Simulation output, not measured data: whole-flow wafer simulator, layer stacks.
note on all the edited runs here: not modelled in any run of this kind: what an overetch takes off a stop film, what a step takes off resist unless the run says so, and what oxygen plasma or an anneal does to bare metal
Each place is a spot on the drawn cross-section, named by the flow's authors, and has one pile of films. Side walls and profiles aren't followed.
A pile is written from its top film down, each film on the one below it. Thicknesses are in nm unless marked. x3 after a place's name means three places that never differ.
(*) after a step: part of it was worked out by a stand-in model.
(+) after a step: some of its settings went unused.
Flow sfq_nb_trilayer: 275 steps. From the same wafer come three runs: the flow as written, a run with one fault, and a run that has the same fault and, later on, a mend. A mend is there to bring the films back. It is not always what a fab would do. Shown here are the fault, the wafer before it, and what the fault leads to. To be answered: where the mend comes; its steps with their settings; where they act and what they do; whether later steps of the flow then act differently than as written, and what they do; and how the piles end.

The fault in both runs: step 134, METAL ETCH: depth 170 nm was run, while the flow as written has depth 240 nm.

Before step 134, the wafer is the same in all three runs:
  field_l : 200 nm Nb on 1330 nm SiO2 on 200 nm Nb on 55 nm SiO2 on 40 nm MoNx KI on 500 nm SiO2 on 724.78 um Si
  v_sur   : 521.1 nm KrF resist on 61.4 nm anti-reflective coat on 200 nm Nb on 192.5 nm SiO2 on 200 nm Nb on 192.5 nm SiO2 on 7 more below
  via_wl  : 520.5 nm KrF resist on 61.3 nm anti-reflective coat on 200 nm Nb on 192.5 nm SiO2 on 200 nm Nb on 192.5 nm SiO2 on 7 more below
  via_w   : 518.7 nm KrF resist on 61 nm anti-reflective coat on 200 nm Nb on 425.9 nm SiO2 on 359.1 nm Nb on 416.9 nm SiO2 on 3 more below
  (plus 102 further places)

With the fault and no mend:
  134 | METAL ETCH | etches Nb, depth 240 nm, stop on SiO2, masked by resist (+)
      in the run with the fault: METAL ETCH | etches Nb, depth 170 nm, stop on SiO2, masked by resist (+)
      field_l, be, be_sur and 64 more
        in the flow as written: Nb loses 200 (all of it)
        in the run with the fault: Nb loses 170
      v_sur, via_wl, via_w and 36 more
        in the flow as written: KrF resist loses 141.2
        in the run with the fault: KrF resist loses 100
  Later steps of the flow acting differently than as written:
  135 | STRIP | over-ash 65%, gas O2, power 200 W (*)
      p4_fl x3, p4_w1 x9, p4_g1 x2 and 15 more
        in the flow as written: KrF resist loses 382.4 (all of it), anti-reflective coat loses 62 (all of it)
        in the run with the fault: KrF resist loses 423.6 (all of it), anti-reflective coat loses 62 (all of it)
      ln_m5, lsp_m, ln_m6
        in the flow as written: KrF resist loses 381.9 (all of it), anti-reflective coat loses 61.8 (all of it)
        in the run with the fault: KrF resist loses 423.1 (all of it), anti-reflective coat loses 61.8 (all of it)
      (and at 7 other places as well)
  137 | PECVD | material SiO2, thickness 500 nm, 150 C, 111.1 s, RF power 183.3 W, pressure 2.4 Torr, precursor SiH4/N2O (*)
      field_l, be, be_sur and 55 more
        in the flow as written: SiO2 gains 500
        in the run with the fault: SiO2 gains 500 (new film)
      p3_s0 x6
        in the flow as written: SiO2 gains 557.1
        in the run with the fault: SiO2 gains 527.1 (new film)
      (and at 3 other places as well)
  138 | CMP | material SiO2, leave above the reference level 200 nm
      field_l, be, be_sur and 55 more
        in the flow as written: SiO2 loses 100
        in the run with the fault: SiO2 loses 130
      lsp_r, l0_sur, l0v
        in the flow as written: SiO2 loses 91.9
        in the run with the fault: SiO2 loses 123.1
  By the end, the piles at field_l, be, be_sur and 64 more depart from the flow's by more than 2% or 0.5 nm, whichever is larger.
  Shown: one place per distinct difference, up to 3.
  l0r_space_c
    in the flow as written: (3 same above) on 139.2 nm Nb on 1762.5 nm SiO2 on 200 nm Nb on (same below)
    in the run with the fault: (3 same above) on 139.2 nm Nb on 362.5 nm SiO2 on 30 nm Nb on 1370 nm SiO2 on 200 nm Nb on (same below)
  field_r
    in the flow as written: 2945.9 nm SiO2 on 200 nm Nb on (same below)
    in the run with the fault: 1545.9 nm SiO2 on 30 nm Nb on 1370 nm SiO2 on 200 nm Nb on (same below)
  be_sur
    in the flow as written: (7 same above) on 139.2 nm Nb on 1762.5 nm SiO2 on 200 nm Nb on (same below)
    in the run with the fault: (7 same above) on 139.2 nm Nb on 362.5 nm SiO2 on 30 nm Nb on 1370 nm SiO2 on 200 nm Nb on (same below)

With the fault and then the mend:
  The mend stands after step 134.
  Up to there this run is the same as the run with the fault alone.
  134a | METAL ETCH | etches Nb, depth 70 nm, stop on SiO2, masked by resist (+) (a further turn of the flow's step 134, with different settings)
      field_l, be, be_sur and 64 more
        Nb loses 30 (all of it)
      v_sur, via_wl, via_w and 36 more
        KrF resist loses 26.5
  Later steps of the flow acting differently than as written:
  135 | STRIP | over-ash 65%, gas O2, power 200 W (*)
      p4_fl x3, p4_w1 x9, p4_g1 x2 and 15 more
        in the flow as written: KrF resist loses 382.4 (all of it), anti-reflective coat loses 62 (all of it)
        in the run with the mend: KrF resist loses 397.1 (all of it), anti-reflective coat loses 62 (all of it)
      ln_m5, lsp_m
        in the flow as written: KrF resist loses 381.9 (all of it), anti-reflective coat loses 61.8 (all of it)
        in the run with the mend: KrF resist loses 396.6 (all of it), anti-reflective coat loses 61.8 (all of it)
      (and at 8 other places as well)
  By the end, the piles equal the flow's at every place that both follow.
